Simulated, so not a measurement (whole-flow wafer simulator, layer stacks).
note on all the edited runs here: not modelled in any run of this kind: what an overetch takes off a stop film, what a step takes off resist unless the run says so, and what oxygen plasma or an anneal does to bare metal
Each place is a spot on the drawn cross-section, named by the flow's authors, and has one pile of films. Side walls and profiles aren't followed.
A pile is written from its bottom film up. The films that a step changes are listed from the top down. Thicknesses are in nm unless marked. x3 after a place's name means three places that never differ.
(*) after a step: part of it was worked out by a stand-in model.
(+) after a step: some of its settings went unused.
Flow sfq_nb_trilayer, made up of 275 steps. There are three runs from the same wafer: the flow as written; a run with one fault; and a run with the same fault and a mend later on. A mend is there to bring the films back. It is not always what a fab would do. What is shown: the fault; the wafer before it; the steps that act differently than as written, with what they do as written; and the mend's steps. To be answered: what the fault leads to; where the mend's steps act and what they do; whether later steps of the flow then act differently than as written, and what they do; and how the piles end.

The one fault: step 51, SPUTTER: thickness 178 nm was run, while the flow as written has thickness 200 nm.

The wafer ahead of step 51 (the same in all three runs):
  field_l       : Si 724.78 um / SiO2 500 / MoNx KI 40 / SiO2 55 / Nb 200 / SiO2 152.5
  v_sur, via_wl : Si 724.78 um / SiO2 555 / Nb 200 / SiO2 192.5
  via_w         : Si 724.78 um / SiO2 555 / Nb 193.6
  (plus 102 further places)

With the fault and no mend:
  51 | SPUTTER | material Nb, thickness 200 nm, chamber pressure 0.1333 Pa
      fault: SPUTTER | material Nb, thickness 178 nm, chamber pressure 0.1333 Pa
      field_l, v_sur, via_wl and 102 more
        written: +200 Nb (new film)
        fault: +178 Nb (new film)
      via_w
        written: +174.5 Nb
        fault: +155.6 Nb
  Later steps of the flow acting differently than as written (2 other steps are not shown; they differ only slightly, by no more than 2% or 0.5 nm, whichever is larger):
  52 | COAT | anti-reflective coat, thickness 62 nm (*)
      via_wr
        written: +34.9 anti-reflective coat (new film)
        fault: +33.9 anti-reflective coat (new film)
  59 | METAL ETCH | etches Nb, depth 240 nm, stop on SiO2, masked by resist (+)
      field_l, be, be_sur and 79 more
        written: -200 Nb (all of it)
        fault: -178 Nb (all of it)
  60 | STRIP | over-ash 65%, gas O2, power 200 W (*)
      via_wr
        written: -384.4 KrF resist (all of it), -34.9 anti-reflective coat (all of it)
        fault: -385.6 KrF resist (all of it), -33.9 anti-reflective coat (all of it)
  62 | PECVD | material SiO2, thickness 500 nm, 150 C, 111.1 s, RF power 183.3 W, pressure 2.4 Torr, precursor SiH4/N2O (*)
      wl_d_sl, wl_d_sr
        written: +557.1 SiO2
        fault: +535.1 SiO2
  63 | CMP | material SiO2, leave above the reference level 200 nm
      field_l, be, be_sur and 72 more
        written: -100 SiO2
        fault: -122 SiO2
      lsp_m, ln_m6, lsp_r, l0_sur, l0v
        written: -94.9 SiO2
        fault: -122 SiO2
  By the end, the piles at v_sur, via_wl, via_w and 30 more depart from the flow's by more than 2% or 0.5 nm, whichever is larger.
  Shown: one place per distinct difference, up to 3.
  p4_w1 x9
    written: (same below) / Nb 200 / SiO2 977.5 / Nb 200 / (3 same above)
    fault: (same below) / Nb 200 / SiO2 955.5 / Nb 200 / (3 same above)
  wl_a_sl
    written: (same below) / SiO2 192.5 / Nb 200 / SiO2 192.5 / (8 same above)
    fault: (same below) / SiO2 192.5 / Nb 178 / SiO2 192.5 / (8 same above)
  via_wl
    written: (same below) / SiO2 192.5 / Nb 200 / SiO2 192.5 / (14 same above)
    fault: (same below) / SiO2 192.5 / Nb 178 / SiO2 192.5 / (14 same above)

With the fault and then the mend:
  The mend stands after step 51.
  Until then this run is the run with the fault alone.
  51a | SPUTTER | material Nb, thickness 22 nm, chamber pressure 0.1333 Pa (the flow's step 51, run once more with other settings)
      field_l, v_sur, via_wl and 102 more
        +22 Nb
      via_w
        +17 Nb
  Later steps of the flow that are run all act as written at every place that is followed, up to a difference of at most 2% or 0.5 nm, whichever is larger.
  At the end the piles are close to the flow's at the places that both follow, differing by at most 2% or 0.5 nm, whichever is larger.
